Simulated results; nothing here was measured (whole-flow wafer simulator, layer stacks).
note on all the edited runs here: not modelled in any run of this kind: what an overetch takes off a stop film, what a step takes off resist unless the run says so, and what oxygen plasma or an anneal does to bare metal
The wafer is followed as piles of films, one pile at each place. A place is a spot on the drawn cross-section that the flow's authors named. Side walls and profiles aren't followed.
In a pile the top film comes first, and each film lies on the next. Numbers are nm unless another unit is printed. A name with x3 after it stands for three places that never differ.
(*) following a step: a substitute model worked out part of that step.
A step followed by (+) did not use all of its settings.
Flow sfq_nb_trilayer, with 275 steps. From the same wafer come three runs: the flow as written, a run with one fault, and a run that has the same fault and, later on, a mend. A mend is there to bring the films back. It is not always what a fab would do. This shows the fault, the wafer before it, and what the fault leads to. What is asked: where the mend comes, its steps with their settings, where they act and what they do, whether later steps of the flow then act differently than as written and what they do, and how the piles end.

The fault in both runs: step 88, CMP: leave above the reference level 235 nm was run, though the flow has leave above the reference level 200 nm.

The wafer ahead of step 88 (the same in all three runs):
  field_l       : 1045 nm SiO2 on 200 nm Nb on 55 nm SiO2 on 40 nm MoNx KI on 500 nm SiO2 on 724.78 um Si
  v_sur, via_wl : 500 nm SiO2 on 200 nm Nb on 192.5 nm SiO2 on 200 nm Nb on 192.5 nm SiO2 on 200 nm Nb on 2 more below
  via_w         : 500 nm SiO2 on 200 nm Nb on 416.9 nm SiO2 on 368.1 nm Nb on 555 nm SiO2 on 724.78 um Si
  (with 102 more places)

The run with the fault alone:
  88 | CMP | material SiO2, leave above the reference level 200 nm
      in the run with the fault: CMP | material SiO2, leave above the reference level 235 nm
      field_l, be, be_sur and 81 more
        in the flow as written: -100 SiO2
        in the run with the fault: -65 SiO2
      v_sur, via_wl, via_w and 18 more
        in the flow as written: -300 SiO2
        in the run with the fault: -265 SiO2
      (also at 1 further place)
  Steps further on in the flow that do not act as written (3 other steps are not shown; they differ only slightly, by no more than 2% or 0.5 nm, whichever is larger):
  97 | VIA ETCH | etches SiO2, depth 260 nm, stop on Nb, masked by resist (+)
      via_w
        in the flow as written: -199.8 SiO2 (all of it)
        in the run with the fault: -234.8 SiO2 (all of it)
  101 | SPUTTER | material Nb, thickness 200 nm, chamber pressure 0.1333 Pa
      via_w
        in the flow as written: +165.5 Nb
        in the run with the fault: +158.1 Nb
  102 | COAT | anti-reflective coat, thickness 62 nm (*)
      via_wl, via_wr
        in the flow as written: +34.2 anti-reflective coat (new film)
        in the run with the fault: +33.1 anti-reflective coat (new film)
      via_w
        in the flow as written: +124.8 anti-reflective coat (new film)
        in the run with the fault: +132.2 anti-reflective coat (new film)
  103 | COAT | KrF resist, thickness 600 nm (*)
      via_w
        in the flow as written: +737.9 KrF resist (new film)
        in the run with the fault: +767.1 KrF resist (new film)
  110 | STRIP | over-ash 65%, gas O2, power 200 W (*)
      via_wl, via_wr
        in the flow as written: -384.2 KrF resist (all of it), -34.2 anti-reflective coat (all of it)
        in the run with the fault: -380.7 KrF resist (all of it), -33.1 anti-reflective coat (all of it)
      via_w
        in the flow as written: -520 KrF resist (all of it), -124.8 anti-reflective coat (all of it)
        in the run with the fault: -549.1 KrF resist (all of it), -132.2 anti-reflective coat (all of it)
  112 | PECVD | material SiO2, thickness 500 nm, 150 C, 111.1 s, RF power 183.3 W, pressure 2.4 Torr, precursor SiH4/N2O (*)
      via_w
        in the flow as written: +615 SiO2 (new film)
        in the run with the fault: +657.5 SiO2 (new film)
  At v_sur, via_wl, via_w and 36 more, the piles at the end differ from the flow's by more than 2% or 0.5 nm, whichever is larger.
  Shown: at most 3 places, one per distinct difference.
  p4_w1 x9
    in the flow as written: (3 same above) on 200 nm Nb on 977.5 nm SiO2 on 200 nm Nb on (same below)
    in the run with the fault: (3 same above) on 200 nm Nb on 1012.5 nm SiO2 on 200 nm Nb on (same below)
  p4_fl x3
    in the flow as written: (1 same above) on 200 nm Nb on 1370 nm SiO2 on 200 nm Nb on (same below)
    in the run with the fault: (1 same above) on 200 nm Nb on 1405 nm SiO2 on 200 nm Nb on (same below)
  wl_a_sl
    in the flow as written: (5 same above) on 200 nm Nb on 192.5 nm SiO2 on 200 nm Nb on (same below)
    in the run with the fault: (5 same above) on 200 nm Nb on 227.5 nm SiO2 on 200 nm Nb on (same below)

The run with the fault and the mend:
  After step 89 comes the mend.
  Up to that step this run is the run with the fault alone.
  89a | CMP | material SiO2, leave above the reference level 200 nm (the flow's step 88 again)
      field_l, v_sur, via_wl and 103 more
        -35 SiO2
  None of the later steps of the flow acts differently than as written at any place that is followed.
  The piles end the same as the flow's at every place that both follow.
